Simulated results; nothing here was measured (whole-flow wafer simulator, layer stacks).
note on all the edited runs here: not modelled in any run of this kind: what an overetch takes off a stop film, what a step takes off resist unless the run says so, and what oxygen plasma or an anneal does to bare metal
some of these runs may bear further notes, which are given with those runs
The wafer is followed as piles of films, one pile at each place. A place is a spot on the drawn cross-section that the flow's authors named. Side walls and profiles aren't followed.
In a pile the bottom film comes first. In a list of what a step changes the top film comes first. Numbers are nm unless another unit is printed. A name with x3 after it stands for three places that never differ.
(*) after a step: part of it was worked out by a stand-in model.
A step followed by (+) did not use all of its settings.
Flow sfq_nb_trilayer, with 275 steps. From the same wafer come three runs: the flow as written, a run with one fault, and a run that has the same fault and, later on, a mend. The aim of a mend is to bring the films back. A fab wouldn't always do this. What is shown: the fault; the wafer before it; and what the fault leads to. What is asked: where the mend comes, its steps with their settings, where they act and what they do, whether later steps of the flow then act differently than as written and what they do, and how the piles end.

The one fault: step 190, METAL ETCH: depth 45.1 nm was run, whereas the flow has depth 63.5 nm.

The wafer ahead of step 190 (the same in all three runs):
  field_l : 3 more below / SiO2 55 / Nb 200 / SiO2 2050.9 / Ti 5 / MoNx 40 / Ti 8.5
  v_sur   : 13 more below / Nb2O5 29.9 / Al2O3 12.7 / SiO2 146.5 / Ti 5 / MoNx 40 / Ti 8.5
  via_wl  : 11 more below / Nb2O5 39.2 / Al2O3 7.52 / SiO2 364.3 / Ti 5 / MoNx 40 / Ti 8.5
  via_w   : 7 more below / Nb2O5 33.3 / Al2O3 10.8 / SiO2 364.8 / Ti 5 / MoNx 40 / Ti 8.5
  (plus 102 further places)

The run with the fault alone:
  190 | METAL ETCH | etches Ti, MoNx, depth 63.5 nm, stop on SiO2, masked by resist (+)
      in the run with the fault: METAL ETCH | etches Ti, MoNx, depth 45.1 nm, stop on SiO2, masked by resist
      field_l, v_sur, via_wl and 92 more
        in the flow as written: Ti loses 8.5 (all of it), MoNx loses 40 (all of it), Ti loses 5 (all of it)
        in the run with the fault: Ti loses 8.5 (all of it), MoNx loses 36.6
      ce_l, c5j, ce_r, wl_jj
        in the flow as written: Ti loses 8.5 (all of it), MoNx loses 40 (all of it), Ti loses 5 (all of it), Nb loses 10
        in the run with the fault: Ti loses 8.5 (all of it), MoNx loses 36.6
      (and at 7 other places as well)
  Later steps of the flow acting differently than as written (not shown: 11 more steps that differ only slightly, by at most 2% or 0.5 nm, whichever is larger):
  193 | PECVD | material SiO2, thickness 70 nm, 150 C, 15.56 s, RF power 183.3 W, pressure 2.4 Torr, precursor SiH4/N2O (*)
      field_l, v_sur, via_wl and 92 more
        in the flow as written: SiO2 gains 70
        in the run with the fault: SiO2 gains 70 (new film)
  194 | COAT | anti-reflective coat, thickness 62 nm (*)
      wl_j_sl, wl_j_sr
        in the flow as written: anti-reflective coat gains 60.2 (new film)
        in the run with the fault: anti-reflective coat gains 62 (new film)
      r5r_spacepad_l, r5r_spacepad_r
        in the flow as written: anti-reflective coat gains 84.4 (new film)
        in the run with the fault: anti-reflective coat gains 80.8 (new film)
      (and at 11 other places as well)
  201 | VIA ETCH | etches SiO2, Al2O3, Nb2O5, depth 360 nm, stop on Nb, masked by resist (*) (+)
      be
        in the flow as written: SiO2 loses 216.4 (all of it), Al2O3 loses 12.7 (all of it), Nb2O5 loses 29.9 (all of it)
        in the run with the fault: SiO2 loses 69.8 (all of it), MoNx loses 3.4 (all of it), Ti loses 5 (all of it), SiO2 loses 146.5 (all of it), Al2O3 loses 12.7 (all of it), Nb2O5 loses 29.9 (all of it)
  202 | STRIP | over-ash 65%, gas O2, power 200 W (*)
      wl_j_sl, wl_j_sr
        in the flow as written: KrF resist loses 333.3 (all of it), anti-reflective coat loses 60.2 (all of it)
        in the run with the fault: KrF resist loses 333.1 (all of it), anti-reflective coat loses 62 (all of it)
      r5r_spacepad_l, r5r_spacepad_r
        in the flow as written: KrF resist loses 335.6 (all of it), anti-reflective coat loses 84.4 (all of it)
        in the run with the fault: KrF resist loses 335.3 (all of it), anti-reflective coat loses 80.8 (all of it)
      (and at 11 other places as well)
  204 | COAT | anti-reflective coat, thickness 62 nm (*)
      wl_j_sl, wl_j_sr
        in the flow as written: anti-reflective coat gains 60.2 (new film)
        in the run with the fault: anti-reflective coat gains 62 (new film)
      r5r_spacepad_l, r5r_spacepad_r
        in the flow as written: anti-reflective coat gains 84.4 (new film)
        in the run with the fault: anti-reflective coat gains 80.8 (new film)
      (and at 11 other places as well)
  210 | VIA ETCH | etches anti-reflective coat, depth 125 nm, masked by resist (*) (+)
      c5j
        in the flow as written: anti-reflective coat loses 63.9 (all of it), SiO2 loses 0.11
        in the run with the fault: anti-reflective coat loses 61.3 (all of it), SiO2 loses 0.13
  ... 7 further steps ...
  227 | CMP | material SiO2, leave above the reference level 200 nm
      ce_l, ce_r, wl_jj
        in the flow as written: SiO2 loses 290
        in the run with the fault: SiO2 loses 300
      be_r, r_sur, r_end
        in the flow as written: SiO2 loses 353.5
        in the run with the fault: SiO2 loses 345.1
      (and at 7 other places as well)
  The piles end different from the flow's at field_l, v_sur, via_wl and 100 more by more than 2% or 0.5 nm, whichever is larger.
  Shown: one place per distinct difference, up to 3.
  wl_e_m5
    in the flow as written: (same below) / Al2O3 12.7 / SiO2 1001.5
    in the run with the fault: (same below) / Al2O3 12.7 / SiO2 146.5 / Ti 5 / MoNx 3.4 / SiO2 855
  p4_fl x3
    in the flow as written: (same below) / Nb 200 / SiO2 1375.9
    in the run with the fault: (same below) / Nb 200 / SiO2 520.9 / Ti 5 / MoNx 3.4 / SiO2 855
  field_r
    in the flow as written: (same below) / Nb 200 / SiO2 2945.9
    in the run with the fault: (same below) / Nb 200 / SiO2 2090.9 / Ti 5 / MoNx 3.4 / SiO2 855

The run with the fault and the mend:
  The mend stands after step 190.
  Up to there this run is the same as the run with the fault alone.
  190a | METAL ETCH | etches Ti, MoNx, depth 18.4 nm, stop on SiO2, masked by resist (+) (the flow's step 190 again, with other settings)
      field_l, v_sur, via_wl and 92 more
        MoNx loses 3.4 (all of it), Ti loses 5 (all of it)
      be_r, r_sur, res, r_end, r5r_line_l, r5r_line_c, r5r_line_r
        KrF resist loses 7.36
      ce_l, c5j, ce_r, wl_jj
        MoNx loses 3.4 (all of it), Ti loses 5 (all of it), Nb loses 10
  None of the later steps of the flow acts differently than as written at any place that is followed.
  By the end, the piles equal the flow's at every place that both follow.
